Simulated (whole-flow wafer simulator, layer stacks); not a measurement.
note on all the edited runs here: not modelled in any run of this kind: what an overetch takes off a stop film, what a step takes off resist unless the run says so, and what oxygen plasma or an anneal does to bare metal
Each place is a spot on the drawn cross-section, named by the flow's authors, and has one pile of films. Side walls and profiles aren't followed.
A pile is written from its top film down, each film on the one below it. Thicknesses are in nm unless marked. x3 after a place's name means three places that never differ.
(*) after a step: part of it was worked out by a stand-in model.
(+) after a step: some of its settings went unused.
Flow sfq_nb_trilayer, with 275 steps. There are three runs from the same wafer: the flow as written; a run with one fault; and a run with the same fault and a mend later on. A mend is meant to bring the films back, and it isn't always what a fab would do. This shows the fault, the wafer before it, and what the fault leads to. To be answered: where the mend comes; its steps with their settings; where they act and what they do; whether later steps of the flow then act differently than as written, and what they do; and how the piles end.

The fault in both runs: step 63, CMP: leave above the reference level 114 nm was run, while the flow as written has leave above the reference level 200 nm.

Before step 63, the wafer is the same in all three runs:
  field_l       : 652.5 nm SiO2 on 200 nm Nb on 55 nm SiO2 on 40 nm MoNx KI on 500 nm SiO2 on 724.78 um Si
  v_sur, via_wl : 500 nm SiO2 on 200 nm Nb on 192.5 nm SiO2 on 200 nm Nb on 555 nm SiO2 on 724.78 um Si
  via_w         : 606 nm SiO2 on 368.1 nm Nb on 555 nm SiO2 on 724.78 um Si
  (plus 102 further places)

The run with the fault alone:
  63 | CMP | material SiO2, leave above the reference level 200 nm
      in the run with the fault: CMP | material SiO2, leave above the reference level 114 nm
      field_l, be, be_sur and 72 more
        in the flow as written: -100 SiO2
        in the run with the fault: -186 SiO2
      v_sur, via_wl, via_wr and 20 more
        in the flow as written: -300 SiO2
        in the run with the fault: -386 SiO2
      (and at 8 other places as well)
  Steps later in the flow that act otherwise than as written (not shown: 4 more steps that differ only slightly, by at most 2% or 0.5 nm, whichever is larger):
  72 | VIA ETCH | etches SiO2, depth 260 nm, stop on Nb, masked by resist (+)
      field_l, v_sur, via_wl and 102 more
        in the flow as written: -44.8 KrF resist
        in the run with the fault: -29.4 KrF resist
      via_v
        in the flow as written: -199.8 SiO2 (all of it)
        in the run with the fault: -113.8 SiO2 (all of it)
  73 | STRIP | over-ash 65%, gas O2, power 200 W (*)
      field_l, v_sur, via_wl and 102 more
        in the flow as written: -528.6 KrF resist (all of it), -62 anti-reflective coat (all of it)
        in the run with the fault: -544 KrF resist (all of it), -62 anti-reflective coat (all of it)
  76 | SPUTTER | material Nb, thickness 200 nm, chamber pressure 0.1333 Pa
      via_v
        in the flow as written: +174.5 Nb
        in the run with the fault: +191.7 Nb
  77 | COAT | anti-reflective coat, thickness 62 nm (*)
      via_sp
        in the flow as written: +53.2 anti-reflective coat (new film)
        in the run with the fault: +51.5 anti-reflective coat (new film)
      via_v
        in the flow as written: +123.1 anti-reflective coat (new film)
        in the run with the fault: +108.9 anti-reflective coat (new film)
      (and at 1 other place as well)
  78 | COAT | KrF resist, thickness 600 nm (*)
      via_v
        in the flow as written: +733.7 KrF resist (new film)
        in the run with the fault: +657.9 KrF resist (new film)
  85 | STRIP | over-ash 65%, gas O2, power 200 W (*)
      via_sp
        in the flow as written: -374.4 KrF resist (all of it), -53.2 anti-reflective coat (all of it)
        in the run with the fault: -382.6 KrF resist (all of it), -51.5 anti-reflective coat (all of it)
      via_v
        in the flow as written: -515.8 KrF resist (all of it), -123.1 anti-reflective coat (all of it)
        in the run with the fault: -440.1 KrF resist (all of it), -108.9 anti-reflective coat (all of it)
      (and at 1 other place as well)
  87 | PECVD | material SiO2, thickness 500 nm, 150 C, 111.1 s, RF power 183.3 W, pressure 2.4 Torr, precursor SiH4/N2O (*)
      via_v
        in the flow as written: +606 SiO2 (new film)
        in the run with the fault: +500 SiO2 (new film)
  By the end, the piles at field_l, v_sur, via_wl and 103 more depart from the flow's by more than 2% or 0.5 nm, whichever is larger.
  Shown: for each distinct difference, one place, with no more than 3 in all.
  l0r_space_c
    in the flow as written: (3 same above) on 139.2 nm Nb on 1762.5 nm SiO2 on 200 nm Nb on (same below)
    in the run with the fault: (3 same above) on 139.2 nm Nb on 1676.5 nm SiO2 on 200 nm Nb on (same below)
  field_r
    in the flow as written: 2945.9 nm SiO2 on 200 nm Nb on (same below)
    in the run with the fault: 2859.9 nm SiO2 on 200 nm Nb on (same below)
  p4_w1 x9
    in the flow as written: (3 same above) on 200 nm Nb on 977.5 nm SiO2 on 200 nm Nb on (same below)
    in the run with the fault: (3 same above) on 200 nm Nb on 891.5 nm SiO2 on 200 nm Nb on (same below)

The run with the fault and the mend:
  The mend follows step 70.
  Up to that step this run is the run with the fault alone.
  70a | STRIP | over-ash 65%, gas O2, power 200 W (*)
      field_l, v_sur, via_wl and 102 more
        -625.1 KrF resist (all of it), -62 anti-reflective coat (all of it)
      via_v
        -62 anti-reflective coat (all of it)
  70b | PECVD | material SiO2, thickness 86 nm, 150 C, 19.11 s, RF power 183.3 W, pressure 2.4 Torr, precursor SiH4/N2O (the flow's step 62, run once more with other settings)
      field_l, v_sur, via_wl and 103 more
        +86 SiO2
  70c | COAT | anti-reflective coat, thickness 62 nm (the flow's step 65, run once more)
      field_l, v_sur, via_wl and 103 more
        +62 anti-reflective coat (new film)
  70d | COAT | KrF resist, thickness 650 nm (the flow's step 66, run once more)
      field_l, v_sur, via_wl and 103 more
        +650 KrF resist (new film)
  70e | SOFTBAKE | KrF resist (the flow's step 67, run once more)
      does not change any film at any place that is followed
  70f | EXPOSE | photomask I1, dose 11.91 mJ/cm2, NA 0.6, wavelength 248 nm (*) (the flow's step 68, run once more)
      does not change any film at any place that is followed
  70g | PEB | KrF resist, 90 s (the flow's step 69, run once more)
      field_l, v_sur, via_wl and 103 more
        -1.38 KrF resist
  70h | DEVELOP | KrF resist, thickness 650 nm, 60 s (the flow's step 70, run once more)
      field_l, v_sur, via_wl and 102 more
        -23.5 KrF resist
      via_v
        -648.6 KrF resist (all of it)
  Every later step of the flow that is run acts as written, at every place that is followed, to within 2% or 0.5 nm, whichever is larger.
  The piles end the same as the flow's at every place that both follow.
